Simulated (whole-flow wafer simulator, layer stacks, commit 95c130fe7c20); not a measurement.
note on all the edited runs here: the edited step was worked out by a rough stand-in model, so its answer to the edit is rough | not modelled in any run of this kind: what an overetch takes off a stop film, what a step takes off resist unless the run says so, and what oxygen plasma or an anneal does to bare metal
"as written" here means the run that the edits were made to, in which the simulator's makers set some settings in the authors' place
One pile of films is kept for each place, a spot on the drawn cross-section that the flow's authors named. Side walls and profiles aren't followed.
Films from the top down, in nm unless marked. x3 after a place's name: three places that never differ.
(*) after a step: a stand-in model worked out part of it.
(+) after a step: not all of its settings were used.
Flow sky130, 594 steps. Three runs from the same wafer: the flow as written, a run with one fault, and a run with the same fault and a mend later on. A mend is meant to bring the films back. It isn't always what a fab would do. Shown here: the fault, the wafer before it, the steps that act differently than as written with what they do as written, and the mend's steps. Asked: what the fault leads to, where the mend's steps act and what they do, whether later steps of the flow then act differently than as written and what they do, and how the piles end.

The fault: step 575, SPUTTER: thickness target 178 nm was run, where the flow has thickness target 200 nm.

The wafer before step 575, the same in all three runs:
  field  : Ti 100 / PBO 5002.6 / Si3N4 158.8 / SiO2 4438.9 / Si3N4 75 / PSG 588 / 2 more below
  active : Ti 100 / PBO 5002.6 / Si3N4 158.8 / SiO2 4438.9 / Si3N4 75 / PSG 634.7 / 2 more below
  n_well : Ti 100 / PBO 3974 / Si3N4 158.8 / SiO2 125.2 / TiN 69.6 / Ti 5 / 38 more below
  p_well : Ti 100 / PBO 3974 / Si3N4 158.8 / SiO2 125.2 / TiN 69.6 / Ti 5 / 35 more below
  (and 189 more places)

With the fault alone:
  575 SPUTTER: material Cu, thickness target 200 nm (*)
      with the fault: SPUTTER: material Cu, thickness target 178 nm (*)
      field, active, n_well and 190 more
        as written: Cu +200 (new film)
        with the fault: Cu +178 (new film)
  Later steps of the flow that act differently than as written (7 more steps differ only slightly, by at most 2% or 0.5 nm, whichever is larger, and aren't shown):
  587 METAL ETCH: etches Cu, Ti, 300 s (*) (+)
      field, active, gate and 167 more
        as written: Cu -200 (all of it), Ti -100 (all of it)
        with the fault: Cu -178 (all of it), Ti -100 (all of it)
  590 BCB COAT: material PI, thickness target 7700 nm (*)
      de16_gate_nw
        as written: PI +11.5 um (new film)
        with the fault: PI +11.48 um (new film)
  At the end the piles differ from the flow's only slightly at the places that both follow, by at most 2% or 0.5 nm, whichever is larger.

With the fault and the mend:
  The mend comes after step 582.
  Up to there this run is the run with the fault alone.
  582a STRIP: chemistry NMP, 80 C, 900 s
      wcut_nhv, wcut_phv, wcut_fox_pw and 23 more
        i-line resist -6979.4 (all of it)
      gate_len, gate_lvt_sd_len, gate_p_sd_len, gate_p_hvt_sd_len, gate_p_lvt_sd_len, gate_len_250
        i-line resist -6982 (all of it)
      mim_edge_plate_strap, mim_edge_plate, mim_edge_gap, mim_edge_gap_sheet, vpp_l1ln
        i-line resist -6980.8 (all of it)
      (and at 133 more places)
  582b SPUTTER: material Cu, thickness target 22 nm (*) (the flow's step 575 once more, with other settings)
      field, active, n_well and 190 more
        Cu +22
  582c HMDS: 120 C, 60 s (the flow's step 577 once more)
      changes no film at any place that is followed
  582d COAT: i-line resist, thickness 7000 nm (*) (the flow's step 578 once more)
      dice_street, wcut_nhv, wcut_phv and 18 more
        i-line resist +7000 (new film)
      poly_ln, iso_pw_fox, gate_lvt_sd, active_lvt, spacer_lvt, sonos_sd, sonos_cell_x, sonos_guard_x
        i-line resist +7003.2 (new film)
      vpp_iso2, mim_edge_plate_strap, mim_edge_plate, mim_edge_gap, mim_edge_gap_sheet, gate_hv_nvt, de16_nw_sti
        i-line resist +7001.4 (new film)
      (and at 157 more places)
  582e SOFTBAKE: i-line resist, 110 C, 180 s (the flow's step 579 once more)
      de16_gate_pw, de16_pw_fp, de16_pw_sti, de16_psrc_nw
        i-line resist -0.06
      field, active_lvt
        i-line resist +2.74
      iso_guard, zvt_fox
        i-line resist +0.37
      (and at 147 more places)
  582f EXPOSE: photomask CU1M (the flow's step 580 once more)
      changes no film at any place that is followed
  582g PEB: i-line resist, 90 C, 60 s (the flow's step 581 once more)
      field, active, n_well and 137 more
        i-line resist -0.07
      pad
        i-line resist -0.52
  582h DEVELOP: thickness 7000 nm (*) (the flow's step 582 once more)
      field, active, gate and 167 more
        i-line resist -20.6
      n_well, p_well, sd_n, sd_p
        i-line resist -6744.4 (all of it)
      dep_nw_sti, dep_ntap_nw, de16_nw_sti
        i-line resist -7000.7 (all of it)
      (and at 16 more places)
  No later step of the flow acts differently than as written, at any place that is followed, by more than 2% or 0.5 nm, whichever is larger.
  At the end the piles are the same as the flow's at every place that both follow.
